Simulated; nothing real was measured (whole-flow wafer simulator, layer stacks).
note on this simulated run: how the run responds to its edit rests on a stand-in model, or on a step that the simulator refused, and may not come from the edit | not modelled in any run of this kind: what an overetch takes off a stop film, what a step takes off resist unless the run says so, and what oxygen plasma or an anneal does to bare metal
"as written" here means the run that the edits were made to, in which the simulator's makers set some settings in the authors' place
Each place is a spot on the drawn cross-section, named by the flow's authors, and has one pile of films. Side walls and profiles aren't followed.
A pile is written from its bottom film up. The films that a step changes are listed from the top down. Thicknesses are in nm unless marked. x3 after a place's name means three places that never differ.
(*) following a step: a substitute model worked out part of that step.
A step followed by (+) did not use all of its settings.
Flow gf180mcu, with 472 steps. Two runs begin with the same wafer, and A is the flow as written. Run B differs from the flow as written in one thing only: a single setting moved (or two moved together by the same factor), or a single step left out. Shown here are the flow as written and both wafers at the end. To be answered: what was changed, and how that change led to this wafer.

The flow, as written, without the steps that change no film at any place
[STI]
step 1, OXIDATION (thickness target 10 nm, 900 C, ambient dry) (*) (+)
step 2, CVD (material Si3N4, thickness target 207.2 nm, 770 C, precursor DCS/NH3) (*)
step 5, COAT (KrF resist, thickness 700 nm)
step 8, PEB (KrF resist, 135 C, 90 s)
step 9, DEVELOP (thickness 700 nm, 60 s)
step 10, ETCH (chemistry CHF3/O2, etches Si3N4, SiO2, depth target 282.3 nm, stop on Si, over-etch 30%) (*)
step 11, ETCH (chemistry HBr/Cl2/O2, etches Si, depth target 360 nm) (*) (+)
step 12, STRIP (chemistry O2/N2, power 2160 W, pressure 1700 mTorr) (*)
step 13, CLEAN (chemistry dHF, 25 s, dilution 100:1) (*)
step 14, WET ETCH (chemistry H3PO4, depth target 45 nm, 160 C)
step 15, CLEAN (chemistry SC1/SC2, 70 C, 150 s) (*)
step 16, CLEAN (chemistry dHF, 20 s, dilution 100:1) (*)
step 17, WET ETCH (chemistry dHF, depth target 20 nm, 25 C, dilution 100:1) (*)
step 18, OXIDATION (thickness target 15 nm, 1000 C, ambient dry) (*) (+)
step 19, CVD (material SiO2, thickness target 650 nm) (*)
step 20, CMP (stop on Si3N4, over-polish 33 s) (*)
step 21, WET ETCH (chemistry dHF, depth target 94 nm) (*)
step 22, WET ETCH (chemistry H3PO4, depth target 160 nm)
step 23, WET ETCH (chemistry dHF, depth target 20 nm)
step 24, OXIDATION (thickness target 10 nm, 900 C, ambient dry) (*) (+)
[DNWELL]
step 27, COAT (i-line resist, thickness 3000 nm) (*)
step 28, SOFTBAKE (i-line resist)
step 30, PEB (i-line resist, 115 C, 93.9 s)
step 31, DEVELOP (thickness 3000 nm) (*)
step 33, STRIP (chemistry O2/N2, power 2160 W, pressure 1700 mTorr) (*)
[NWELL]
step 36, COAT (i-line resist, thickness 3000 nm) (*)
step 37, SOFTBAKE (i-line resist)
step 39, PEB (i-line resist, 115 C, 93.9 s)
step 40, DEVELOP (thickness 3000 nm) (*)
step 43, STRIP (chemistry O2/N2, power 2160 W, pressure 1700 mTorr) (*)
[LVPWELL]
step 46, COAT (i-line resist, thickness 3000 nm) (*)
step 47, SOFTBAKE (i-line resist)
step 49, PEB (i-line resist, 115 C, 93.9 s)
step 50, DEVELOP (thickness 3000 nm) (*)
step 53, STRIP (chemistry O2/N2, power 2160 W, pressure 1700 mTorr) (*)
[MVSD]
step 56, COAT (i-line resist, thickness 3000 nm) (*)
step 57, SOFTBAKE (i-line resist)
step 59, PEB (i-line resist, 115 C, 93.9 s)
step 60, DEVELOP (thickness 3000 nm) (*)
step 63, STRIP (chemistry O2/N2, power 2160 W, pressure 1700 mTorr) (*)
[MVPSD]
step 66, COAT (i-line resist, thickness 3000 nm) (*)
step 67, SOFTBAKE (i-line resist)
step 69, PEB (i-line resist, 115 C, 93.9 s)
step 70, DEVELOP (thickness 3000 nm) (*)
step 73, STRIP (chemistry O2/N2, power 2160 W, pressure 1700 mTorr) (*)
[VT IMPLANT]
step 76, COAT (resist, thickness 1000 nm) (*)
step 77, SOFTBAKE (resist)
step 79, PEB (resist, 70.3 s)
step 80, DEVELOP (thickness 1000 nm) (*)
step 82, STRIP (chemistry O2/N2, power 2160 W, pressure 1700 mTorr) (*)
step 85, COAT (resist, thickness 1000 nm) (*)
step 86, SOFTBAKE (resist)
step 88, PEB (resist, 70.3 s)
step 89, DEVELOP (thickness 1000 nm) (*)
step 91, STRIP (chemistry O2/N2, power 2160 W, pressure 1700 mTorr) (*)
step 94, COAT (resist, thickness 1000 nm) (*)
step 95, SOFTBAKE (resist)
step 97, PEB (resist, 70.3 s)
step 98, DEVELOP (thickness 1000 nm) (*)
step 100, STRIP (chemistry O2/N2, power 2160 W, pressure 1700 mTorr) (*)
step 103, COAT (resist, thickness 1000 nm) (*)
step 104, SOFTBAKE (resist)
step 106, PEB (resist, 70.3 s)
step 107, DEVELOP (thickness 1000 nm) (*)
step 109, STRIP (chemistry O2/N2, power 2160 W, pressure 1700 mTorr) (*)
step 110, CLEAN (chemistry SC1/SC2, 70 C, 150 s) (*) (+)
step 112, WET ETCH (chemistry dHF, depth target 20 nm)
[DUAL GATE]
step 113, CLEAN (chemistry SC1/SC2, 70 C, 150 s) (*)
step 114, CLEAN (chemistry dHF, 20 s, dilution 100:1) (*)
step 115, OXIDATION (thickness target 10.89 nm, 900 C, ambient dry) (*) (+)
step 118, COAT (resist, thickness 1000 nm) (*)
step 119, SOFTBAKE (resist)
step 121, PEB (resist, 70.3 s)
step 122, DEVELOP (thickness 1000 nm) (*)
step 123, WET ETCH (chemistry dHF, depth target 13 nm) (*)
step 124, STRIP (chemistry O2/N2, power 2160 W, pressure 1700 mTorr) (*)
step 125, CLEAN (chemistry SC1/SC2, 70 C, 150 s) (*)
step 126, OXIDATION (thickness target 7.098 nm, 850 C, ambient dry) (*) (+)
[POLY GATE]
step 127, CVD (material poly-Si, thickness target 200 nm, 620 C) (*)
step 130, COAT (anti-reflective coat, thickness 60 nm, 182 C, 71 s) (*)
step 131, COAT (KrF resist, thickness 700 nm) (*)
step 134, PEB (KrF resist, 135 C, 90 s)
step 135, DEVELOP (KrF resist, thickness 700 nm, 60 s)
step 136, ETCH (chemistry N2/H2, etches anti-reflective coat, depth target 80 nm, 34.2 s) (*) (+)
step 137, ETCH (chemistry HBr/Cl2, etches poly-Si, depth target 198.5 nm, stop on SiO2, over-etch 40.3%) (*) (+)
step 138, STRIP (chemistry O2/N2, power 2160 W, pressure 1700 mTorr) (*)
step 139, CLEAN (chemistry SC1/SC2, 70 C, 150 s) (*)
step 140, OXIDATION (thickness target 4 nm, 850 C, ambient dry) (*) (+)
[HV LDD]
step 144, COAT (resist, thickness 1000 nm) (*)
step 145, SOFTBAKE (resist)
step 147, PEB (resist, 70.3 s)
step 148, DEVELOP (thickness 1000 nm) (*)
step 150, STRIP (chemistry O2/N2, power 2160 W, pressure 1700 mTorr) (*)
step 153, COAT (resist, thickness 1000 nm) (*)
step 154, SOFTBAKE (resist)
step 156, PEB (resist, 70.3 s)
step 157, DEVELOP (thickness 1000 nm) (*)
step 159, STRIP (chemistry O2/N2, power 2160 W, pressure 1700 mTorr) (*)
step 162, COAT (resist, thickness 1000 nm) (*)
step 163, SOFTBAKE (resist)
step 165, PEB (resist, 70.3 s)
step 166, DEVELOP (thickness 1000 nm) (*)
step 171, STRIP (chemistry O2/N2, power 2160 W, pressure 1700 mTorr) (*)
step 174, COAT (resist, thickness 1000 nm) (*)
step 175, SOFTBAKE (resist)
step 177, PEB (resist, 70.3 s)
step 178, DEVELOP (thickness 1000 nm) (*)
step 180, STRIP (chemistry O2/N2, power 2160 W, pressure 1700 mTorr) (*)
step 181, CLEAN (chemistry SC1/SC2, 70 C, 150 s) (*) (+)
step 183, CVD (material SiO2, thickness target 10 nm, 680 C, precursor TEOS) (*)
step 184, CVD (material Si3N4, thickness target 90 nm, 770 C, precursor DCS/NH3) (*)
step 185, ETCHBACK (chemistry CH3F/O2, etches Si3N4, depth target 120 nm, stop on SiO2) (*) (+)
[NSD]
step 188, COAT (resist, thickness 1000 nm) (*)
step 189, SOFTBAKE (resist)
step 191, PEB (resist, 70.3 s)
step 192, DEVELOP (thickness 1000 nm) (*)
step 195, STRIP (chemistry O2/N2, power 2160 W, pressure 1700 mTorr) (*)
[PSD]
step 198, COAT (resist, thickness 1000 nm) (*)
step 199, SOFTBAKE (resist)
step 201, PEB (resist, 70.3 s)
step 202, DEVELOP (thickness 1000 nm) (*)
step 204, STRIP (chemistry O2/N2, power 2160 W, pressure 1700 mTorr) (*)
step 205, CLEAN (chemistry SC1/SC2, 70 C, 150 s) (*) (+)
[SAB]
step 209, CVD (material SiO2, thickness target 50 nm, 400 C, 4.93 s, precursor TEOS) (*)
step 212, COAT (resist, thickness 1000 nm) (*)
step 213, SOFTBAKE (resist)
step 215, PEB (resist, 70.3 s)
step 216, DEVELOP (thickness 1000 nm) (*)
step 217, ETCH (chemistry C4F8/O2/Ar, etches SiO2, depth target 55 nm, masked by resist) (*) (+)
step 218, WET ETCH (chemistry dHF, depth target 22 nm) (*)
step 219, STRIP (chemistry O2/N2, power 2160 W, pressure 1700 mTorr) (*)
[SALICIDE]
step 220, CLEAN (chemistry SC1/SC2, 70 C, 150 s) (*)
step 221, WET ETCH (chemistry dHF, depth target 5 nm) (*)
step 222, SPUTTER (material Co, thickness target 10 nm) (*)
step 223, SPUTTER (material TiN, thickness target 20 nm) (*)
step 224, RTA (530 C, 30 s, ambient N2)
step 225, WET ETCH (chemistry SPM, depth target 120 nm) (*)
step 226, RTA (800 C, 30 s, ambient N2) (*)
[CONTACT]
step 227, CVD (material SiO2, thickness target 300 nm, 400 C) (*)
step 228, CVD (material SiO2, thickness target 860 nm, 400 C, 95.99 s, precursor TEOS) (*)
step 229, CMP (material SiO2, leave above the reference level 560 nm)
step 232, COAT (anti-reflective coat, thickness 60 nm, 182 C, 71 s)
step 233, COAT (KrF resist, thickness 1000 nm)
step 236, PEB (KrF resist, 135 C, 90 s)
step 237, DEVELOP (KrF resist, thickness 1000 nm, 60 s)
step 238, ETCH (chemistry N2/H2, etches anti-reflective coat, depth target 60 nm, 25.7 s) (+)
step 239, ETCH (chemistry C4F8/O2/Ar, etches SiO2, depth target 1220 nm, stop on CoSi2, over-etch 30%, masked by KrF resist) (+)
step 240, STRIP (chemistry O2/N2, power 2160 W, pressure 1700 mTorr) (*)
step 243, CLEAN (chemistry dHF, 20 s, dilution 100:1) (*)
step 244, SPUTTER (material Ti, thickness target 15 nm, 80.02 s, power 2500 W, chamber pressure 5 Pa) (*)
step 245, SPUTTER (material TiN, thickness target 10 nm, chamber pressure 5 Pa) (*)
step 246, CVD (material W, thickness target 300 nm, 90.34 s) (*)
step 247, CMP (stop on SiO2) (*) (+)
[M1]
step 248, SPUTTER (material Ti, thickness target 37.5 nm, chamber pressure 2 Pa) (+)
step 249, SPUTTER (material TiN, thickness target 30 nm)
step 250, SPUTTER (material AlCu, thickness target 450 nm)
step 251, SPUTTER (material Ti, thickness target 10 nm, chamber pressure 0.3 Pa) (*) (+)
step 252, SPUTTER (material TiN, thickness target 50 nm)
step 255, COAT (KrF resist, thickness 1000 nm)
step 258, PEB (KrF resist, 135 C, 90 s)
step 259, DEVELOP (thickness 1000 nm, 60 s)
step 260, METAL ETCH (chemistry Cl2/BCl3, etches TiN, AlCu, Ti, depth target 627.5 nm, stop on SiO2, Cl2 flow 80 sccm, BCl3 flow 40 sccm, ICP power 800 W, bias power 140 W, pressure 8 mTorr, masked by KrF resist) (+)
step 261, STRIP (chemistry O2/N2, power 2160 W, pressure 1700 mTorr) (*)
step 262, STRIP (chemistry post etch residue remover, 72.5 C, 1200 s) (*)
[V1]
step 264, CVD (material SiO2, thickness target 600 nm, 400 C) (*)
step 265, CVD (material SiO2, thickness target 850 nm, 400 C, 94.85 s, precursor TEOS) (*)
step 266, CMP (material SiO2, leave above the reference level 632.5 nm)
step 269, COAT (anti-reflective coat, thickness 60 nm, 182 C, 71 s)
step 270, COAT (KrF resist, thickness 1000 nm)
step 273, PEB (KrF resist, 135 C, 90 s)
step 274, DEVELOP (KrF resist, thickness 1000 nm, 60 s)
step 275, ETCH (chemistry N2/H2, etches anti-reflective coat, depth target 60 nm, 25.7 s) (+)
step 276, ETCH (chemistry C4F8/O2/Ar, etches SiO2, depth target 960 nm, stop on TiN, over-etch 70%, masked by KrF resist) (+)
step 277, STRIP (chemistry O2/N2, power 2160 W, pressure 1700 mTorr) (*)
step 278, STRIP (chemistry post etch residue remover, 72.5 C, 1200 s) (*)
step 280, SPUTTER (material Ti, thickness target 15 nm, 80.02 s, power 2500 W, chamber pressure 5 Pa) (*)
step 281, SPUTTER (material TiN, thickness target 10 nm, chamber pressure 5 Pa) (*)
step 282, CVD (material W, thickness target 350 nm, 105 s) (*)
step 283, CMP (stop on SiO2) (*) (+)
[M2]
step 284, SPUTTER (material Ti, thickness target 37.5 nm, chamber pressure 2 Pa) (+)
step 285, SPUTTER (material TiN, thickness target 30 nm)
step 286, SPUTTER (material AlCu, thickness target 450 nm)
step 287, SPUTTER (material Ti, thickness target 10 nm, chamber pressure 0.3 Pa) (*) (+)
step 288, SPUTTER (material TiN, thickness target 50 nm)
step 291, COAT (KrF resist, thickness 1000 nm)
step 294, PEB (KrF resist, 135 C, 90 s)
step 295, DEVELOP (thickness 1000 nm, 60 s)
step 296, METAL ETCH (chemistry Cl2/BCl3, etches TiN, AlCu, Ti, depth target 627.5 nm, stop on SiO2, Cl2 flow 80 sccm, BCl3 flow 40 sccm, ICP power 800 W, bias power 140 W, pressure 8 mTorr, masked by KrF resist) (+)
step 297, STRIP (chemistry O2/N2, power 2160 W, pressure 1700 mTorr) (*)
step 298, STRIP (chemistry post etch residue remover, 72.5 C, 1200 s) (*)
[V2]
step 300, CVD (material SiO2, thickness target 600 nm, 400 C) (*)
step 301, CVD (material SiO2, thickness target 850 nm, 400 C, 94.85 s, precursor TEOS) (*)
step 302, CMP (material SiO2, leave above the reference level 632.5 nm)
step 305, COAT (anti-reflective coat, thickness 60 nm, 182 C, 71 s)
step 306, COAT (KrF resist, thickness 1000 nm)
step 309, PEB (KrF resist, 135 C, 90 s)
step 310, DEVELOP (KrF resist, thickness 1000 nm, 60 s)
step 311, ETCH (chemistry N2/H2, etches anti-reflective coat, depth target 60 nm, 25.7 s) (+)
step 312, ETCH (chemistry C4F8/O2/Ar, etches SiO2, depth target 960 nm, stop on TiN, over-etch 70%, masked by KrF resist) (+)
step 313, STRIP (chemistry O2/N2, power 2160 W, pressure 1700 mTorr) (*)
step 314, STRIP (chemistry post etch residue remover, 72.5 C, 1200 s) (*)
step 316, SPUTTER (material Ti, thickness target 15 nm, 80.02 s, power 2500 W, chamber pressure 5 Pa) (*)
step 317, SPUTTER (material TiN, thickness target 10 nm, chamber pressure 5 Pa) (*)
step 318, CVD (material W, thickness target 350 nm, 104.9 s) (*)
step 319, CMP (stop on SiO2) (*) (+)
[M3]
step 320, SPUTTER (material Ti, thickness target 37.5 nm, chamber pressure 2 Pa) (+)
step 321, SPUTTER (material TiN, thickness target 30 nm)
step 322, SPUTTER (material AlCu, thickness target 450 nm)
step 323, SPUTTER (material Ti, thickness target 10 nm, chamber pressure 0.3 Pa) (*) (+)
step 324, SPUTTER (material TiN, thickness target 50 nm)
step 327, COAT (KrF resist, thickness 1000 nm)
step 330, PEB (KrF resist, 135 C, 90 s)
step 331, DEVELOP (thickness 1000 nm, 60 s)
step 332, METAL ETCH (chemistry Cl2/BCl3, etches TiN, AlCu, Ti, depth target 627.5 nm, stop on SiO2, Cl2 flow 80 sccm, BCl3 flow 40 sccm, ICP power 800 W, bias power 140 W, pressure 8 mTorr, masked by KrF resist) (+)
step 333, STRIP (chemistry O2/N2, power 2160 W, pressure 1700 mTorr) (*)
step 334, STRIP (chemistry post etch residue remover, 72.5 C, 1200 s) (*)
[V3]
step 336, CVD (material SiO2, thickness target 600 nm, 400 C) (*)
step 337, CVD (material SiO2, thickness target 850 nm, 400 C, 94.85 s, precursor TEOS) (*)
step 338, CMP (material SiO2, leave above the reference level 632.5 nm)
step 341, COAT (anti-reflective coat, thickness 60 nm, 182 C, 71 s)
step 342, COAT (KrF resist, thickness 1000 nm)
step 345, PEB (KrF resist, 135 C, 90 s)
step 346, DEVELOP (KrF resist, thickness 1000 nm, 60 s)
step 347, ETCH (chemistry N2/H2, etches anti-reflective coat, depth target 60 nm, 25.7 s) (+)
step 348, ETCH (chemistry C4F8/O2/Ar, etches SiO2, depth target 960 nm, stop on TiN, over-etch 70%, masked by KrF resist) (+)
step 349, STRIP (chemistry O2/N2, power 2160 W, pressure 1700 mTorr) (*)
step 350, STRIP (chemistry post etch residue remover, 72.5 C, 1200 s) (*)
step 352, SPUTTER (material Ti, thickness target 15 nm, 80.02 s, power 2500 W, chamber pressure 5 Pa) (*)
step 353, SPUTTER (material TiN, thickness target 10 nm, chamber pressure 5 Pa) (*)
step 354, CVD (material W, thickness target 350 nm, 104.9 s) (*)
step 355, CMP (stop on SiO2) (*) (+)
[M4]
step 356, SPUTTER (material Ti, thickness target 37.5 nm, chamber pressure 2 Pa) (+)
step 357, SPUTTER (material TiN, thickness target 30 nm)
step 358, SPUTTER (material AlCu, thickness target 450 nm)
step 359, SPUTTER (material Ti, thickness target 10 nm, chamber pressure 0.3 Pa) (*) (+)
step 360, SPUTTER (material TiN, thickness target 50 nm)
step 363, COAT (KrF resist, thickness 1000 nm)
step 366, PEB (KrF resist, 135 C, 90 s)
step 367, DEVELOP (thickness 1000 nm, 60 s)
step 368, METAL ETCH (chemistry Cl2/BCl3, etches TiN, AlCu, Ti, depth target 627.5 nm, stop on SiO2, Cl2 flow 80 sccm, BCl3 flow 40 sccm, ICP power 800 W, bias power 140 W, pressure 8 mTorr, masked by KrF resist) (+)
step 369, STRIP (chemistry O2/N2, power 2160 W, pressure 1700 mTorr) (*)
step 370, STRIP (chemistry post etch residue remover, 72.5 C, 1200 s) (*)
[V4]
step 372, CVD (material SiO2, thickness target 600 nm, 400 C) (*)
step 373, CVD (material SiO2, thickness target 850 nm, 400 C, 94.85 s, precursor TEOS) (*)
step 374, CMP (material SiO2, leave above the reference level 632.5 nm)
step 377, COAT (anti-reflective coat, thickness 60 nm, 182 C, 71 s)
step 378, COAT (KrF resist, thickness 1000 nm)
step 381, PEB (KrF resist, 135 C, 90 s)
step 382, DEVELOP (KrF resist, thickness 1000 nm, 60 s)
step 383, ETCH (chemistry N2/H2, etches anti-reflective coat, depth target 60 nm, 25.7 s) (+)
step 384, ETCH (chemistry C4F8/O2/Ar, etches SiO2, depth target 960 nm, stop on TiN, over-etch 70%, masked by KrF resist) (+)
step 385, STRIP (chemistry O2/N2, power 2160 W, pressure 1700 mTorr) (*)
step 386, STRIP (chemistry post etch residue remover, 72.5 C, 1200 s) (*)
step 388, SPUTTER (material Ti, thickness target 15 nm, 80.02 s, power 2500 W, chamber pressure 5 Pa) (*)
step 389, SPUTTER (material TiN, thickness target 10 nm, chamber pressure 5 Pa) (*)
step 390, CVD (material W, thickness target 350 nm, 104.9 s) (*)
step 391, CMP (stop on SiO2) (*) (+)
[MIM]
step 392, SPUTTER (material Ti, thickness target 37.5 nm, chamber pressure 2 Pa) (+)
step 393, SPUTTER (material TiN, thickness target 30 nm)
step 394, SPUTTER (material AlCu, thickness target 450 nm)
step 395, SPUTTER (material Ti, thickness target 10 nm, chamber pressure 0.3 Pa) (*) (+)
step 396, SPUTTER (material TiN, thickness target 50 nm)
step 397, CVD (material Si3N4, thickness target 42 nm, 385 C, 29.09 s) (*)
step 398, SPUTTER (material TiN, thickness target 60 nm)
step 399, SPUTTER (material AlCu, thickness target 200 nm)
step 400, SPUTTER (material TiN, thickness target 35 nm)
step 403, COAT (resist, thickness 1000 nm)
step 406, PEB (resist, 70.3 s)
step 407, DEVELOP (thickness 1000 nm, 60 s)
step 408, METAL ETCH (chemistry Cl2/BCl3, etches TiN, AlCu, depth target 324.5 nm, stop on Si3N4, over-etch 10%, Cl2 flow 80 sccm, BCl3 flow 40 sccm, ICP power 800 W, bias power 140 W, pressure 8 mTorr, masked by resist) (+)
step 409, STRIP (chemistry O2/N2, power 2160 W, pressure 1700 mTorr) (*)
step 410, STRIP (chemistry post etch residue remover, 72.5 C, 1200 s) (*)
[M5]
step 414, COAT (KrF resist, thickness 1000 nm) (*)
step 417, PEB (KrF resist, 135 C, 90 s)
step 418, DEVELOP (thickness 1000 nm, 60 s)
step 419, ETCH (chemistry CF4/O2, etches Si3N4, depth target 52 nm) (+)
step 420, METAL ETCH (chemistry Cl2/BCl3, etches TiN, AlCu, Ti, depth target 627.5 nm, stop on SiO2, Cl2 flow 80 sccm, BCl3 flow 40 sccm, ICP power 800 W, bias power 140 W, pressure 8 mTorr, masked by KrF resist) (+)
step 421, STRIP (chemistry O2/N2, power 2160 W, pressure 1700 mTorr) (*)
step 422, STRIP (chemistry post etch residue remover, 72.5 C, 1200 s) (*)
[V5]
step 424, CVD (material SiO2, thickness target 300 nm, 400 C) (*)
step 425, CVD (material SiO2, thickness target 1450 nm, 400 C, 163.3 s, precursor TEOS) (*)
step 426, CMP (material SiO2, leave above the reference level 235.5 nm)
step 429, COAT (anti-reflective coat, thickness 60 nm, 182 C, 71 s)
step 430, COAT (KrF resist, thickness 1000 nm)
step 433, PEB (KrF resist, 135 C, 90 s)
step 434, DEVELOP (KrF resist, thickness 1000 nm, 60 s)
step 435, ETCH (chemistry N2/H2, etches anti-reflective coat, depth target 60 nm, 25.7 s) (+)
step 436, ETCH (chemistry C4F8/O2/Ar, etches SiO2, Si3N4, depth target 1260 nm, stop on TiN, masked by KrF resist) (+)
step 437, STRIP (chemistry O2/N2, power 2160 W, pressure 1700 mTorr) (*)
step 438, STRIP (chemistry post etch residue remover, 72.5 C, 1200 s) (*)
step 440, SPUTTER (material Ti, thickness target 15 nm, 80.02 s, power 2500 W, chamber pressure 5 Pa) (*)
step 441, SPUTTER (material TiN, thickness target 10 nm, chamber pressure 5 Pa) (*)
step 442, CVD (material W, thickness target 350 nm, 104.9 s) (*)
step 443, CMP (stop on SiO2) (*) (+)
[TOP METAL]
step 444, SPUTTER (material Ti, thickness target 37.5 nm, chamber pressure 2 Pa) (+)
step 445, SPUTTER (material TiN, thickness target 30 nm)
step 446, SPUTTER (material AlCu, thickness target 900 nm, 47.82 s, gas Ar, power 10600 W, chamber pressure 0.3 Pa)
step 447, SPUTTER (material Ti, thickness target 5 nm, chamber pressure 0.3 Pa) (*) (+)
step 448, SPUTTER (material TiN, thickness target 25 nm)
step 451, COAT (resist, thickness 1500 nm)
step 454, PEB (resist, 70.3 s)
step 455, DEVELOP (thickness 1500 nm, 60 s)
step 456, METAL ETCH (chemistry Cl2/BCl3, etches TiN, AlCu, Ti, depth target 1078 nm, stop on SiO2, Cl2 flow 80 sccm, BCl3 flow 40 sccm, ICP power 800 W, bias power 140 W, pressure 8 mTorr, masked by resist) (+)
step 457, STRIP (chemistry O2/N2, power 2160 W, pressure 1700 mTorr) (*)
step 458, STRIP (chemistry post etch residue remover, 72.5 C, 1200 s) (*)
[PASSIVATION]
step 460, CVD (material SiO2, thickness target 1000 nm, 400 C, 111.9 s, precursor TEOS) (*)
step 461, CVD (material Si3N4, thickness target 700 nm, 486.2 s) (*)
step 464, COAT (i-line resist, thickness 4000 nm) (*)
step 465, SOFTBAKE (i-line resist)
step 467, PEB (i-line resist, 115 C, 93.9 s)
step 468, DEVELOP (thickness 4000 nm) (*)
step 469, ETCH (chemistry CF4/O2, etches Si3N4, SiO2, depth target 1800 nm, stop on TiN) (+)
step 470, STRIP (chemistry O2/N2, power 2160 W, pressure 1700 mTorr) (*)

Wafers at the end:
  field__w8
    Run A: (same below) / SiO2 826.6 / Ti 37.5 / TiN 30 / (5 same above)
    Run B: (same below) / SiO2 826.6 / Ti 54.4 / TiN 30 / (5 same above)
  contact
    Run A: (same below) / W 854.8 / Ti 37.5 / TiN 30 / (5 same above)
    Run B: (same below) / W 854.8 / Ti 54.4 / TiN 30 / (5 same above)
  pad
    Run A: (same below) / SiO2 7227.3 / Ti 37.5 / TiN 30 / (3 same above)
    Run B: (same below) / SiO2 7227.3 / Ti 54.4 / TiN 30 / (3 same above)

The reason: step 444, SPUTTER: thickness target 54.4 nm was run, though the flow has thickness target 37.5 nm.
The wafer lets one read it off: field__w8 has Ti 54.4, and step 444 as written asks for 37.5 nm.

Step by step, how the change led to this:
  step 444, SPUTTER (material Ti, thickness target 37.5 nm, chamber pressure 2 Pa) (+)
      field, field__w1, field__w2 and 109 more: A +37.5 Ti (new film) | B +54.4 Ti (new film)
  step 456, METAL ETCH (chemistry Cl2/BCl3, etches TiN, AlCu, Ti, depth target 1078 nm, stop on SiO2, Cl2 flow 80 sccm, BCl3 flow 40 sccm, ICP power 800 W, bias power 140 W, pressure 8 mTorr, masked by resist) (+)
      field, field__w1, field__w2 and 103 more: A -25 TiN (all of it), -5 Ti (all of it), -900 AlCu (all of it), -30 TiN (all of it), -37.5 Ti (all of it) | B -25 TiN (all of it), -5 Ti (all of it), -900 AlCu (all of it), -30 TiN (all of it), -54.4 Ti (all of it)
  step 465, SOFTBAKE (i-line resist)
      gate: A +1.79 i-line resist | B -0.22 i-line resist
      field__w11, field__w13: A +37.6 i-line resist | B +31.8 i-line resist
      (and at 64 other places as well)
